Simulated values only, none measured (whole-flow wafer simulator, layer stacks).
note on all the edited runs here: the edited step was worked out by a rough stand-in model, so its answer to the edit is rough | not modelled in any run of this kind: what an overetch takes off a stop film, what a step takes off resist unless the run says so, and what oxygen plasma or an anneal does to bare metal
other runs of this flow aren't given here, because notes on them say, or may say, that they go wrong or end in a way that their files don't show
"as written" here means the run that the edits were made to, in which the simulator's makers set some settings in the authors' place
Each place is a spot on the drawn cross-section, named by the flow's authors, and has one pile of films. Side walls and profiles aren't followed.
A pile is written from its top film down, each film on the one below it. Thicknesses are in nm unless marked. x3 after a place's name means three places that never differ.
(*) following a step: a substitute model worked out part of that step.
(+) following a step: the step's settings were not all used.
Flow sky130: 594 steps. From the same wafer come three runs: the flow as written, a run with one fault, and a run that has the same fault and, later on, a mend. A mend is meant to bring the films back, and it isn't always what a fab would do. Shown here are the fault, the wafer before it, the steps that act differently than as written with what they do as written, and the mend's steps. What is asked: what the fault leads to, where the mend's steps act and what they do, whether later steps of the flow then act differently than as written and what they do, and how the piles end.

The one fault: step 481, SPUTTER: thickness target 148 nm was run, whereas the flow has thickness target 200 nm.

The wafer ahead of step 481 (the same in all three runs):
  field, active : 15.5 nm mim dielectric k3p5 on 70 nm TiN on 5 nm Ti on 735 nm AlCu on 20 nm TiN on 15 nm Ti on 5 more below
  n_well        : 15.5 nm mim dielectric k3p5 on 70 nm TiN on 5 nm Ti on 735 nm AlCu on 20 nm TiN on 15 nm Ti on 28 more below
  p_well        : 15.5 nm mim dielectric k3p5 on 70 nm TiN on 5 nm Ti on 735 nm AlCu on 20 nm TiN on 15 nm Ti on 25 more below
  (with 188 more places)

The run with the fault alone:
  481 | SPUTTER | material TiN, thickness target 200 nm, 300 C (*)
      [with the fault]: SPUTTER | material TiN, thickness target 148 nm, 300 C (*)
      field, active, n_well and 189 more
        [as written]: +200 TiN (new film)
        [with the fault]: +148 TiN (new film)
  Steps later in the flow that act otherwise than as written (not shown: 4 more steps that differ only slightly, by at most 2% or 0.5 nm, whichever is larger):
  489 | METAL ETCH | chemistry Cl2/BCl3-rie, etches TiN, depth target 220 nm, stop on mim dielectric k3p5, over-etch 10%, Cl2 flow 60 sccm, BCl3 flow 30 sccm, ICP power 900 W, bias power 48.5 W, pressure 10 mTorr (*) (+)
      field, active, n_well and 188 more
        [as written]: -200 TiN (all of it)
        [with the fault]: -148 TiN (all of it)
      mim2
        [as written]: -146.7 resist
        [with the fault]: -108.5 resist
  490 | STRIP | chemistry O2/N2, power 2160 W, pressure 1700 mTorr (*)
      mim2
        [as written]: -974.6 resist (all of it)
        [with the fault]: -1012.7 resist (all of it)
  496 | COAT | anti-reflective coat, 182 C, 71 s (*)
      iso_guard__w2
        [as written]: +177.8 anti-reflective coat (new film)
        [with the fault]: +143.6 anti-reflective coat (new film)
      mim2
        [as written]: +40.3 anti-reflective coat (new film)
        [with the fault]: +30.5 anti-reflective coat (new film)
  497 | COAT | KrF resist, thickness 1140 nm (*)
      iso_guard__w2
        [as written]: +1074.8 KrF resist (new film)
        [with the fault]: +1097.6 KrF resist (new film)
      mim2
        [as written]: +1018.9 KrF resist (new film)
        [with the fault]: +1066.5 KrF resist (new film)
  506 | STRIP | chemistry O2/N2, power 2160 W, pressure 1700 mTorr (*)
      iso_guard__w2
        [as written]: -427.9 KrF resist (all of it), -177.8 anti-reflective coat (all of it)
        [with the fault]: -450.6 KrF resist (all of it), -143.6 anti-reflective coat (all of it)
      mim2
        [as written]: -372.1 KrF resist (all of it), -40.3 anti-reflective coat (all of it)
        [with the fault]: -419.6 KrF resist (all of it), -30.5 anti-reflective coat (all of it)
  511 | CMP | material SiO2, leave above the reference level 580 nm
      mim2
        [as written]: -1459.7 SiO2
        [with the fault]: -1407.7 SiO2
  At mim2, the piles at the end differ from the flow's by more than 2% or 0.5 nm, whichever is larger.
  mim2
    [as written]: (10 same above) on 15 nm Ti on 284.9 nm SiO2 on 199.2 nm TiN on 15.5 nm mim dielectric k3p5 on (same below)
    [with the fault]: (10 same above) on 15 nm Ti on 336.9 nm SiO2 on 147.2 nm TiN on 15.5 nm mim dielectric k3p5 on (same below)

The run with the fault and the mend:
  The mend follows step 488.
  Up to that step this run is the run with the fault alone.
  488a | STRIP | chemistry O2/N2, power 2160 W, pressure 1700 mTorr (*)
      mim2
        -1121.3 resist (all of it)
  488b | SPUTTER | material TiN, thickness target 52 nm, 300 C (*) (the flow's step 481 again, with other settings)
      field, active, n_well and 189 more
        +52 TiN
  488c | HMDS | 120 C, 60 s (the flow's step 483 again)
      does not change any film at any place that is followed
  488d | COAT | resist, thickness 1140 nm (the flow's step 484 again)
      field, active, n_well and 187 more
        +1140 resist (new film)
      m1, via3_hole
        +1140.6 resist (new film)
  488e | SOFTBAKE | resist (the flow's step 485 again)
      does not change any film at any place that is followed
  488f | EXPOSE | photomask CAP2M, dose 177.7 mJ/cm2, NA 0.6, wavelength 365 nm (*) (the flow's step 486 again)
      does not change any film at any place that is followed
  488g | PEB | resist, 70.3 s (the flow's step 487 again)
      field, active, n_well and 189 more
        -18.7 resist
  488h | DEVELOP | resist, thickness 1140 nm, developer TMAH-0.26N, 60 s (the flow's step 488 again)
      field, active, n_well and 186 more
        -1121.3 resist (all of it)
      m1, via3_hole
        -1121.9 resist (all of it)
  Later steps of the flow that are run all act as written at every place that is followed.
  At every place that both follow, the piles at the end match the flow's.
